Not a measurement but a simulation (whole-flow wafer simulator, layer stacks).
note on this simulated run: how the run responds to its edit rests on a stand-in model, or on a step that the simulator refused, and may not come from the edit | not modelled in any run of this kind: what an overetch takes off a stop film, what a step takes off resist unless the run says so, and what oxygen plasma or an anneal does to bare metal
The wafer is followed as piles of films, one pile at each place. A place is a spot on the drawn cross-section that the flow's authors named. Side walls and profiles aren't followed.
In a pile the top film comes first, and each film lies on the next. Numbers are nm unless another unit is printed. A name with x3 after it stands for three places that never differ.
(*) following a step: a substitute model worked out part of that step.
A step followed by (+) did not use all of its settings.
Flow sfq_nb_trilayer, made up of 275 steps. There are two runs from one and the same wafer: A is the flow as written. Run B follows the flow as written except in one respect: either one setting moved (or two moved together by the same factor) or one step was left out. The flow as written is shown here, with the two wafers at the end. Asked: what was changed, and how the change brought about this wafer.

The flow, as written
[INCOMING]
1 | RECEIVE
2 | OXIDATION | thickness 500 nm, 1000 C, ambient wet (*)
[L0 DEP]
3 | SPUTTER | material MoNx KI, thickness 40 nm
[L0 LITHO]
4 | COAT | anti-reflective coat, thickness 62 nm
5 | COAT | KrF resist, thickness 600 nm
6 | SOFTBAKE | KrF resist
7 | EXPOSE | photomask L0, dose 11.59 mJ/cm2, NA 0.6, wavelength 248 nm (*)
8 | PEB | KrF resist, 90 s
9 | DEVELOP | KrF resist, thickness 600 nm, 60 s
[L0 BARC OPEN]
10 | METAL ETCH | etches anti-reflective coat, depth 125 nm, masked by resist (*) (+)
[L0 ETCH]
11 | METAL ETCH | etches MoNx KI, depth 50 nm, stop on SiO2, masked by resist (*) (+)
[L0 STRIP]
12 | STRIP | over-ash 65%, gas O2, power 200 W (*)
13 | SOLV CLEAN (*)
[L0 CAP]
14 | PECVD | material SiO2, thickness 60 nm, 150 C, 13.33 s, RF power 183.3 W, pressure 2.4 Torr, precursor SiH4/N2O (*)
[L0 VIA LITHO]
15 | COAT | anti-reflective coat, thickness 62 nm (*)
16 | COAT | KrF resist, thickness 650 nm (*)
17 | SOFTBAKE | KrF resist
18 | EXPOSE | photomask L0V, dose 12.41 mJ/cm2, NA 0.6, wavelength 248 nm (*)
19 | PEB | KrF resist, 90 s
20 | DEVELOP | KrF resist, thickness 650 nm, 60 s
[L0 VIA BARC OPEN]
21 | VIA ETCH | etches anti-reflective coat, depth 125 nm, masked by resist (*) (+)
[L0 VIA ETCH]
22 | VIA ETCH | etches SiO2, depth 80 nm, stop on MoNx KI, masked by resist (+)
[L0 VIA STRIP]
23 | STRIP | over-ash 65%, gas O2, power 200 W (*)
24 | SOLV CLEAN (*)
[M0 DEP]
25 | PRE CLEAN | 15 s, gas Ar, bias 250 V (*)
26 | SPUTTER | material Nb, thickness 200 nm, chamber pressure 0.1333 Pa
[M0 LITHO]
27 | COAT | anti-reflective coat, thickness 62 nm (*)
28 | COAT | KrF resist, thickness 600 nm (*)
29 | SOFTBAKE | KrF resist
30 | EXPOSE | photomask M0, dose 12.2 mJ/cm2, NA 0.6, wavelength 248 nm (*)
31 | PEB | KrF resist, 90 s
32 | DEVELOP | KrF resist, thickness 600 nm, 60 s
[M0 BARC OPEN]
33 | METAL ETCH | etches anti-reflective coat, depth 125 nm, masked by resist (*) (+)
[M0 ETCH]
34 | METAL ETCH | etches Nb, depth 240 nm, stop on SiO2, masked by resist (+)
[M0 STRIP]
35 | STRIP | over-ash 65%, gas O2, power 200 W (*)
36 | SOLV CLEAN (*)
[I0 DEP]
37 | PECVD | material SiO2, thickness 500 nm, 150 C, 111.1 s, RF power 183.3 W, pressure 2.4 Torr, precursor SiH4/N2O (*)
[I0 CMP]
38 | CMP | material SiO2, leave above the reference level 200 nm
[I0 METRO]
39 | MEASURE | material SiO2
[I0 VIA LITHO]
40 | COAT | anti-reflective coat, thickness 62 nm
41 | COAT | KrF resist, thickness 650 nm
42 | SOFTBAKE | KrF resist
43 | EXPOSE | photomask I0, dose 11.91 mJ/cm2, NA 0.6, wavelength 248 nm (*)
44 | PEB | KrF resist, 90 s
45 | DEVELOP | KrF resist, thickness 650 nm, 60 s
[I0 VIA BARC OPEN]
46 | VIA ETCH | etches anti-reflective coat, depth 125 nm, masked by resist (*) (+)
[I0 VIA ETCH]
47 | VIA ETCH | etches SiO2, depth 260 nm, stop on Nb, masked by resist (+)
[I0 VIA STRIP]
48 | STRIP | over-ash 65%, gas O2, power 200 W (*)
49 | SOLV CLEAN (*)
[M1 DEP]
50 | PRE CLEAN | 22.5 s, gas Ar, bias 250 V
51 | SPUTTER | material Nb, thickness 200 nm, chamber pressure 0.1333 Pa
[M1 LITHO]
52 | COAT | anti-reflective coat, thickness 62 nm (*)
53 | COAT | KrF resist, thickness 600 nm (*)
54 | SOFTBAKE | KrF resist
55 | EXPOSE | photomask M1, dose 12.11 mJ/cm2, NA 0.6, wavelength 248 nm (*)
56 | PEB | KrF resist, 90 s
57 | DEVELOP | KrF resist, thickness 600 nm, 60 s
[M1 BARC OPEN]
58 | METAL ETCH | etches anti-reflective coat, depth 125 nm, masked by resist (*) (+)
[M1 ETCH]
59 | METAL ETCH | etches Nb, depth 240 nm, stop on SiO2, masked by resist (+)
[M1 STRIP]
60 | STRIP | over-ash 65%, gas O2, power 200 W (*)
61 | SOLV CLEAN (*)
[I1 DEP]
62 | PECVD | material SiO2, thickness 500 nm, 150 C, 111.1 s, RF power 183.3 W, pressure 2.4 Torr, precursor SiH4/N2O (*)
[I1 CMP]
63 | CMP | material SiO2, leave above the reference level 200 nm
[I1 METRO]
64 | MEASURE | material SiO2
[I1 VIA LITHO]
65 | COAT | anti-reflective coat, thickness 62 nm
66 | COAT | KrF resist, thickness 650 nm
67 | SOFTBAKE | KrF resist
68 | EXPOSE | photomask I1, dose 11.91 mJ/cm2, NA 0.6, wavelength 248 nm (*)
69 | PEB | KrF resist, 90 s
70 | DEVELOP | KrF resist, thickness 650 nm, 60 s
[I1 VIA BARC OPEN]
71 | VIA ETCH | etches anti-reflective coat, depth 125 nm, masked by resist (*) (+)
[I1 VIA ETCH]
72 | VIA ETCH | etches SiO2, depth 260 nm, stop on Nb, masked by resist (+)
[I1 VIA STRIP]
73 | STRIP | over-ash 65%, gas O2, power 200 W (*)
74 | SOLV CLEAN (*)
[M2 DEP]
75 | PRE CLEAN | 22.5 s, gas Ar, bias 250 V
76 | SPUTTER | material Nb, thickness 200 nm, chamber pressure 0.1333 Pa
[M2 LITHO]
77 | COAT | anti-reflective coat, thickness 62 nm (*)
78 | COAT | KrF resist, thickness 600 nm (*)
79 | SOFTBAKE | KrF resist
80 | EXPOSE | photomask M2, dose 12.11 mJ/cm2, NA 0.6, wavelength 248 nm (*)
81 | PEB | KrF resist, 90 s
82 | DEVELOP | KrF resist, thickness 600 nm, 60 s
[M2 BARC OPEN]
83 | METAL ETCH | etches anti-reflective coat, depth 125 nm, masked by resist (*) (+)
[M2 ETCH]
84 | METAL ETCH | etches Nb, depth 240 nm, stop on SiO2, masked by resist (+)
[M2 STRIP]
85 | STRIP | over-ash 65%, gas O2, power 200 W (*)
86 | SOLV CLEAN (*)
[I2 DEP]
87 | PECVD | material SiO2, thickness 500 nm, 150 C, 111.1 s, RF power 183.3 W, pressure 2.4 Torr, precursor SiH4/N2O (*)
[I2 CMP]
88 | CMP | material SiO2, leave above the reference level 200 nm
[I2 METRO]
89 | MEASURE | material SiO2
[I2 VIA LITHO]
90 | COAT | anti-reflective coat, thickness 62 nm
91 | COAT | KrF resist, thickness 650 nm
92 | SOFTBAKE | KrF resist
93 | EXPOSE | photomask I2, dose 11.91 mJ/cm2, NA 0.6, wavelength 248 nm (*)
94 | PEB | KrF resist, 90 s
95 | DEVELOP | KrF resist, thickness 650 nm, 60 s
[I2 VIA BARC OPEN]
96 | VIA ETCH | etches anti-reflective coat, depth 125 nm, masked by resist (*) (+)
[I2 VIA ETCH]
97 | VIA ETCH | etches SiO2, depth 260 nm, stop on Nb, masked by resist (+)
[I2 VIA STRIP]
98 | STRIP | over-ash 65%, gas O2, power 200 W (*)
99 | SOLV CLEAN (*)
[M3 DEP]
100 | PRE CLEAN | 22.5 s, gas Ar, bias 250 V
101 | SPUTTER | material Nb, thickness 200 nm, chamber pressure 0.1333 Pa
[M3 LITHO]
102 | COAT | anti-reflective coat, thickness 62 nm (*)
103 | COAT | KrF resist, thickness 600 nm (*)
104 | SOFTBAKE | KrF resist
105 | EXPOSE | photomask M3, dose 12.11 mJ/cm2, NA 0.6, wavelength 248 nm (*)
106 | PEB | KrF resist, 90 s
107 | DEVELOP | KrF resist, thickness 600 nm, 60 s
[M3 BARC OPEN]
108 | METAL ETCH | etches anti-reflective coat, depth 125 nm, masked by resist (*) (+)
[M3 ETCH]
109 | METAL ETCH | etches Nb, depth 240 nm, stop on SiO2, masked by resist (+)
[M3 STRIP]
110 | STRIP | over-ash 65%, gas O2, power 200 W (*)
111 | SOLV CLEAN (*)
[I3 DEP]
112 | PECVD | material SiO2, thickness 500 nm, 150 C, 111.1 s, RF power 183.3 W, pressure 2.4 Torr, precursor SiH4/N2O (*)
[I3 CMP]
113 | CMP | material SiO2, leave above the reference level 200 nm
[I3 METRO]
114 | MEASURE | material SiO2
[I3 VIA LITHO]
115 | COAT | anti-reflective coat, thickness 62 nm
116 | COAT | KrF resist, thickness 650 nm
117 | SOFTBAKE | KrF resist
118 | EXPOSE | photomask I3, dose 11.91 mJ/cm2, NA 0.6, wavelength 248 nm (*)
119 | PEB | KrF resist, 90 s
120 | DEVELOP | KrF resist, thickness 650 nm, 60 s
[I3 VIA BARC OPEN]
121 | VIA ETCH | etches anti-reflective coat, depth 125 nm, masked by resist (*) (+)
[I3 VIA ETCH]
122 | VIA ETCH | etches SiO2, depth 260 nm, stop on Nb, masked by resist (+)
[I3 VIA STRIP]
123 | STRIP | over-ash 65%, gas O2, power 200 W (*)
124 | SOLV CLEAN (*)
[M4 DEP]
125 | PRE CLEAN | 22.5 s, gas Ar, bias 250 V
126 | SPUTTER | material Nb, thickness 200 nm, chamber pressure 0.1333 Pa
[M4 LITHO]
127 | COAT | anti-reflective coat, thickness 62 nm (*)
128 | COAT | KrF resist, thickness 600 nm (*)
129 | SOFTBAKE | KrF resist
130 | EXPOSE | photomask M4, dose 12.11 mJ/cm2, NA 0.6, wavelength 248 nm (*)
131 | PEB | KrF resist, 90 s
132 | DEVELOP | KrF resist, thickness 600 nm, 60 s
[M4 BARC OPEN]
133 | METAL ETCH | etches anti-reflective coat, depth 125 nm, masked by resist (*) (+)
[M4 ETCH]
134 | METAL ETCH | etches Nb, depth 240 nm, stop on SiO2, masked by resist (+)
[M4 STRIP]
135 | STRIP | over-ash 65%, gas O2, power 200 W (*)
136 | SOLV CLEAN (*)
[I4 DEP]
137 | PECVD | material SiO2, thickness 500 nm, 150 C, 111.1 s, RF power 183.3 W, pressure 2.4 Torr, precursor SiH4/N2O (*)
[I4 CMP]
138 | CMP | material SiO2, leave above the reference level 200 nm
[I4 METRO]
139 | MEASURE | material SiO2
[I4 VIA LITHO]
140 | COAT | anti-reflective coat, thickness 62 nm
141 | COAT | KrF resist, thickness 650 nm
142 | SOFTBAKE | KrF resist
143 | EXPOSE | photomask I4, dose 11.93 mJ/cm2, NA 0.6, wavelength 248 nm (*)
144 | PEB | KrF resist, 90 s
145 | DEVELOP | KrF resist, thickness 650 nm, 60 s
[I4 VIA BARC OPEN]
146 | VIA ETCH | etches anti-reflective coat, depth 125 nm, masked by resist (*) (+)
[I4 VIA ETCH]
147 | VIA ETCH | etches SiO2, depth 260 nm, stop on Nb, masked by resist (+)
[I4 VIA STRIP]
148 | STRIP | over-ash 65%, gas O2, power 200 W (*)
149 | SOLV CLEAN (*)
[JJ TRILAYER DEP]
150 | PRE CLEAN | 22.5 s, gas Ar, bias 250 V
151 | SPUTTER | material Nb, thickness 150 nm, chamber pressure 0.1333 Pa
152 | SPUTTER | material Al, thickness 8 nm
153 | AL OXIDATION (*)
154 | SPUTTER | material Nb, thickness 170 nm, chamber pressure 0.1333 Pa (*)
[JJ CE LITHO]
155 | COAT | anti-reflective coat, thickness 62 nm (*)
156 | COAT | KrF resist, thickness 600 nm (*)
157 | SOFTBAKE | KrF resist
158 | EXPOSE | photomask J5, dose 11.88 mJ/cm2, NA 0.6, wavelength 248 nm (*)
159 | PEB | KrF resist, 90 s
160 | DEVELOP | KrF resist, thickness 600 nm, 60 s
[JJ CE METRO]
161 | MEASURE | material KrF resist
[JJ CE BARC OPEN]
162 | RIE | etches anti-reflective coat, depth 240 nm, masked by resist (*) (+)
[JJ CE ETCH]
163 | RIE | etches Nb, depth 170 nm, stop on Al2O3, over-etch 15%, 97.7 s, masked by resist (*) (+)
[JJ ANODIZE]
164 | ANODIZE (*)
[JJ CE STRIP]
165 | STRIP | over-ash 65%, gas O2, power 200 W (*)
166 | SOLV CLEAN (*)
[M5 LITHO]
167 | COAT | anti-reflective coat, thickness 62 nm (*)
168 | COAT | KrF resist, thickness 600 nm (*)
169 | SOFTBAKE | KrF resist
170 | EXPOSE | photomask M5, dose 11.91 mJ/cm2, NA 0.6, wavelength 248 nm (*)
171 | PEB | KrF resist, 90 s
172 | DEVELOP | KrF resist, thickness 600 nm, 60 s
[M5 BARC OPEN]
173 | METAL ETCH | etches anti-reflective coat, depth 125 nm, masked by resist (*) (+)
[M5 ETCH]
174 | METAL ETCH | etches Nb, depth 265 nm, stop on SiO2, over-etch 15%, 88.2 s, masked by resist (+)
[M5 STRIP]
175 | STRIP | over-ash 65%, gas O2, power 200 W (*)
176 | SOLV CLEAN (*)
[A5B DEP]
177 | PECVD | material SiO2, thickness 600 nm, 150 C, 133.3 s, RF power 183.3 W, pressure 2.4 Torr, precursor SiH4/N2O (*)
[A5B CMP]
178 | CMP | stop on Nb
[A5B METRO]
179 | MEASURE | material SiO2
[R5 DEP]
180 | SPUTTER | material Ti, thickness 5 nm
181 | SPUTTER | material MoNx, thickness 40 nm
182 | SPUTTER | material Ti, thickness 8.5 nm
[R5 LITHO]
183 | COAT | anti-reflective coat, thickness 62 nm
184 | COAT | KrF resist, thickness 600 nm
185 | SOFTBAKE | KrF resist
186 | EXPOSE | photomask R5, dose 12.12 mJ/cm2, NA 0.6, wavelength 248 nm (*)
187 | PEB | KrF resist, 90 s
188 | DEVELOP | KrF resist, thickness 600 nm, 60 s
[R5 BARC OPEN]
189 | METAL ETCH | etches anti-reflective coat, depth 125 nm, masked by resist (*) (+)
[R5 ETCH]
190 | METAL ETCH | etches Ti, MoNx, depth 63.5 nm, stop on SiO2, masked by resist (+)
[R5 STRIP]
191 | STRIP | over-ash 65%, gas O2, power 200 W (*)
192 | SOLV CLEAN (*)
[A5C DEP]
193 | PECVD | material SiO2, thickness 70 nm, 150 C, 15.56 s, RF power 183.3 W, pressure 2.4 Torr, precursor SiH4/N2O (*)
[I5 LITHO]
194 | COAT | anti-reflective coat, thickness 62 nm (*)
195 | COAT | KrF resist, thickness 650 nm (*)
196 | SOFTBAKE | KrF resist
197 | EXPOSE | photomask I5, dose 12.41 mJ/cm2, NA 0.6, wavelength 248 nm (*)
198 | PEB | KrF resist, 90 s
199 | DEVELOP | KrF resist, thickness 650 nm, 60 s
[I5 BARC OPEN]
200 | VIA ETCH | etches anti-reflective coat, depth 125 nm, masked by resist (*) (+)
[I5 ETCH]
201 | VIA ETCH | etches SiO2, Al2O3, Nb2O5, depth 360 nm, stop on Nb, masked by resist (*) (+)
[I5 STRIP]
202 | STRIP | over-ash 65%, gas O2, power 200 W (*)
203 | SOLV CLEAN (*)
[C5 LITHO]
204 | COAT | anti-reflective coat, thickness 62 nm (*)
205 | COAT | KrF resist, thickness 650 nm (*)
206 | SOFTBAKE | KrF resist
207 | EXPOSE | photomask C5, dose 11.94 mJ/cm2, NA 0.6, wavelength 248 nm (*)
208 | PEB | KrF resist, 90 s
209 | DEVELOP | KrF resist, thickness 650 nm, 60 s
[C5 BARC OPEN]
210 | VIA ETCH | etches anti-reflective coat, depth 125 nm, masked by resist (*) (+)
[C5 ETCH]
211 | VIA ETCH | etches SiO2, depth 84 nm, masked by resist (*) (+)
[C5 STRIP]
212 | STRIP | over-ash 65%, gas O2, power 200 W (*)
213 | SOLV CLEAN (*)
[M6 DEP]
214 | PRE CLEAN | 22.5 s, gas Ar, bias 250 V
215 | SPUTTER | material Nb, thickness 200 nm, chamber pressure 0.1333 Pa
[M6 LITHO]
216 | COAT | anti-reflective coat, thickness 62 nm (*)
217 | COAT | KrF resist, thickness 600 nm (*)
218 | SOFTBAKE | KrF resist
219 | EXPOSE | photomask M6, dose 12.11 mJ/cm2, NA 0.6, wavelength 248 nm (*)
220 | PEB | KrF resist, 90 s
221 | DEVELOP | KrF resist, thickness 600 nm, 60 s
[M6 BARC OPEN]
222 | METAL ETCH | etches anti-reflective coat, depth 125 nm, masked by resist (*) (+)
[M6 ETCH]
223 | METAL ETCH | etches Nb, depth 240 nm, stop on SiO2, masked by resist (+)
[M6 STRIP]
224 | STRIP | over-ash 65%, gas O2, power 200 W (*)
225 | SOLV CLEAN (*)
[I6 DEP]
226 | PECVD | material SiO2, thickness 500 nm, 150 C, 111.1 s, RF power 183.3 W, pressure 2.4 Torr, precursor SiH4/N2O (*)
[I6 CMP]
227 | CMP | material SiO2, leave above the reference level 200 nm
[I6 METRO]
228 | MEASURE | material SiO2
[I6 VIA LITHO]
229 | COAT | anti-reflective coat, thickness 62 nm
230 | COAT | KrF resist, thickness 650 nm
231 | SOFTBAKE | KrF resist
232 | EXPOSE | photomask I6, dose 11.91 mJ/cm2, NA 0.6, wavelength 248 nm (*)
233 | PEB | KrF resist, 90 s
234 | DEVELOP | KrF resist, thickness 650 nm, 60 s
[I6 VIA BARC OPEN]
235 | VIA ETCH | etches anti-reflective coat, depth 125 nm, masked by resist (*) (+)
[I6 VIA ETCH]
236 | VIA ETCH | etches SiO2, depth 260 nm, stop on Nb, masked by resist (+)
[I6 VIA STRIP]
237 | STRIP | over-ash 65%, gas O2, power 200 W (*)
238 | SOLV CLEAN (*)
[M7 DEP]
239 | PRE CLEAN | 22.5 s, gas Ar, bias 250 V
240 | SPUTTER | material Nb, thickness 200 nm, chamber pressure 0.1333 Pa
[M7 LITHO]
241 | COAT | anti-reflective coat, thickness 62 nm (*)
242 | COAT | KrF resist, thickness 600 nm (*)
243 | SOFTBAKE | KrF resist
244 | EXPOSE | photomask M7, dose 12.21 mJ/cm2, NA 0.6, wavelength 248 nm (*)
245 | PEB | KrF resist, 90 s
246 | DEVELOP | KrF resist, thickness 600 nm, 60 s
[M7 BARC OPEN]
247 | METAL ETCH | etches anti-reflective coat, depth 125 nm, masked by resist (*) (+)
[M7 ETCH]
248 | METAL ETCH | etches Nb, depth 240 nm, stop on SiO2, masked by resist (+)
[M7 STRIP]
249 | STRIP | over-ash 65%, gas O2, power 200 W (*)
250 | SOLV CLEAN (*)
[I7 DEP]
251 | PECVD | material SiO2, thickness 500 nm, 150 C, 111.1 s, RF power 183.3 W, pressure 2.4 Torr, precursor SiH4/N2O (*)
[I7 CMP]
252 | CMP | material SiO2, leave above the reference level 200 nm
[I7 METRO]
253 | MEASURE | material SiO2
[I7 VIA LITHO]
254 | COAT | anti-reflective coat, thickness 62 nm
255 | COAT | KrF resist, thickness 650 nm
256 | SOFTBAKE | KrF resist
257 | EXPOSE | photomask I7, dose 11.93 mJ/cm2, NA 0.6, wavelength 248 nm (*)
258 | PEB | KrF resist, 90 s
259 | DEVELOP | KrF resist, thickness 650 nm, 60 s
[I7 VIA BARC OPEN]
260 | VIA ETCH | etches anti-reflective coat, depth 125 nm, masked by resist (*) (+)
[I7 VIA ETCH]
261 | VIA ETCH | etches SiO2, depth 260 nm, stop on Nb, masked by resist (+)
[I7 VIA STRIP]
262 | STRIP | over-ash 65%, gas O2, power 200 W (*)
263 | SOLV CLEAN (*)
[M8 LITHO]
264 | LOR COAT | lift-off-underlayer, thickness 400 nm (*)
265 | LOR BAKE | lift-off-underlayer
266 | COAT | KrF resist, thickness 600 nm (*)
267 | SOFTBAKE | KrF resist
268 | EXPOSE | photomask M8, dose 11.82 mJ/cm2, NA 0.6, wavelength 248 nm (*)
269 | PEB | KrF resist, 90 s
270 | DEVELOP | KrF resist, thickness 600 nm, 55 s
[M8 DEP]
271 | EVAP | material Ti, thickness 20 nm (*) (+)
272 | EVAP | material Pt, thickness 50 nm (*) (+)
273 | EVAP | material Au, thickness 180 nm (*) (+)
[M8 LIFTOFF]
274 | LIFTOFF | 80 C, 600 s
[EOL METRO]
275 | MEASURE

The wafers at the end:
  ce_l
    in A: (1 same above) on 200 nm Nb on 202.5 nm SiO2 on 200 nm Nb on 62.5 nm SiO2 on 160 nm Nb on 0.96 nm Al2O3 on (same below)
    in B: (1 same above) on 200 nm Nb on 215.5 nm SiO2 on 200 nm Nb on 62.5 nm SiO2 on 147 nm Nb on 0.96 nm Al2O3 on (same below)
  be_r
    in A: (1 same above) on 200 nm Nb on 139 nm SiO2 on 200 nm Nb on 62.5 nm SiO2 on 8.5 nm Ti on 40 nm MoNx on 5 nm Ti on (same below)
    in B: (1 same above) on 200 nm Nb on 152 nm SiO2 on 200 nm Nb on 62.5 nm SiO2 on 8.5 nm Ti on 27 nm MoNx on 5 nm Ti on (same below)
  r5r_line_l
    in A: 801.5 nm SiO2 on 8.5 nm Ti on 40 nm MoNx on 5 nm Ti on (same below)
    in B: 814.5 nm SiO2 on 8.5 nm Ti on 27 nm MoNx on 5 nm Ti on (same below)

The reason: step 181, SPUTTER: thickness 27 nm was run, while the flow as written has thickness 40 nm.
The wafer itself shows it: be_r has MoNx 27, and step 181 as written asks for 40 nm.

Step by step, how the change led to this:
  181 | SPUTTER | material MoNx, thickness 40 nm
      field_l, v_sur, via_wl and 103 more: A +40 MoNx (new film) | B +27 MoNx (new film)
  190 | METAL ETCH | etches Ti, MoNx, depth 63.5 nm, stop on SiO2, masked by resist (+)
      field_l, v_sur, via_wl and 92 more: A -8.5 Ti (all of it), -40 MoNx (all of it), -5 Ti (all of it) | B -8.5 Ti (all of it), -27 MoNx (all of it), -5 Ti (all of it)
      ce_l, c5j, ce_r, wl_jj: A -8.5 Ti (all of it), -40 MoNx (all of it), -5 Ti (all of it), -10 Nb | B -8.5 Ti (all of it), -27 MoNx (all of it), -5 Ti (all of it), -23 Nb
  194 | COAT | anti-reflective coat, thickness 62 nm (*)
      wl_j_sl, wl_j_sr: A +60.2 anti-reflective coat (new film) | B +58 anti-reflective coat (new film)
      r5r_spacepad_l, r5r_spacepad_r: A +84.4 anti-reflective coat (new film) | B +78.8 anti-reflective coat (new film)
      (and at 12 other places as well)
  202 | STRIP | over-ash 65%, gas O2, power 200 W (*)
      wl_j_sl, wl_j_sr: A -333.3 KrF resist (all of it), -60.2 anti-reflective coat (all of it) | B -333.4 KrF resist (all of it), -58 anti-reflective coat (all of it)
      r5r_spacepad_l, r5r_spacepad_r: A -335.6 KrF resist (all of it), -84.4 anti-reflective coat (all of it) | B -335.1 KrF resist (all of it), -78.8 anti-reflective coat (all of it)
      (and at 12 other places as well)
  204 | COAT | anti-reflective coat, thickness 62 nm (*)
      wl_j_sl, wl_j_sr: A +60.2 anti-reflective coat (new film) | B +58 anti-reflective coat (new film)
      r5r_spacepad_l, r5r_spacepad_r: A +84.4 anti-reflective coat (new film) | B +78.8 anti-reflective coat (new film)
      (and at 12 other places as well)
  210 | VIA ETCH | etches anti-reflective coat, depth 125 nm, masked by resist (*) (+)
      c5j: A -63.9 anti-reflective coat (all of it), -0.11 SiO2 | B -67.5 anti-reflective coat (all of it), -0.1 SiO2
  212 | STRIP | over-ash 65%, gas O2, power 200 W (*)
      wl_j_sl, wl_j_sr: A -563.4 KrF resist (all of it), -60.2 anti-reflective coat (all of it) | B -562.6 KrF resist (all of it), -58 anti-reflective coat (all of it)
      r5r_spacepad_l, r5r_spacepad_r: A -565.8 KrF resist (all of it), -84.4 anti-reflective coat (all of it) | B -564.3 KrF resist (all of it), -78.8 anti-reflective coat (all of it)
      (and at 11 other places as well)
  216 | COAT | anti-reflective coat, thickness 62 nm (*)
      wl_j_sl, wl_j_sr: A +60.2 anti-reflective coat (new film) | B +58.1 anti-reflective coat (new film)
      r5r_spacepad_l, r5r_spacepad_r: A +85.7 anti-reflective coat (new film) | B +79.5 anti-reflective coat (new film)
      (and at 12 other places as well)
  222 | METAL ETCH | etches anti-reflective coat, depth 125 nm, masked by resist (*) (+)
      r5r_spacepad_l, r5r_spacepad_r: A -85.7 anti-reflective coat (all of it) | B -79.5 anti-reflective coat (all of it)
      r5r_line_c, r5r_line_r: A -50 anti-reflective coat (all of it) | B -52.2 anti-reflective coat (all of it)
      (and at 2 other places as well)
  224 | STRIP | over-ash 65%, gas O2, power 200 W (*)
      wl_j_sl, wl_j_sr: A -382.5 KrF resist (all of it), -60.2 anti-reflective coat (all of it) | B -382.4 KrF resist (all of it), -58.1 anti-reflective coat (all of it)
      jj_sur: A -378.5 KrF resist (all of it), -56.1 anti-reflective coat (all of it) | B -377.9 KrF resist (all of it), -53.5 anti-reflective coat (all of it)
      (and at 7 other places as well)
  226 | PECVD | material SiO2, thickness 500 nm, 150 C, 111.1 s, RF power 183.3 W, pressure 2.4 Torr, precursor SiH4/N2O (*)
      r5r_spacepad_l, r5r_spacepad_r: A +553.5 SiO2 | B +538 SiO2
  227 | CMP | material SiO2, leave above the reference level 200 nm
      ce_l, ce_r, wl_jj: A -290 SiO2 | B -277 SiO2
      be_r, r_sur, r_end: A -353.5 SiO2 | B -340.5 SiO2
      (and at 7 other places as well)
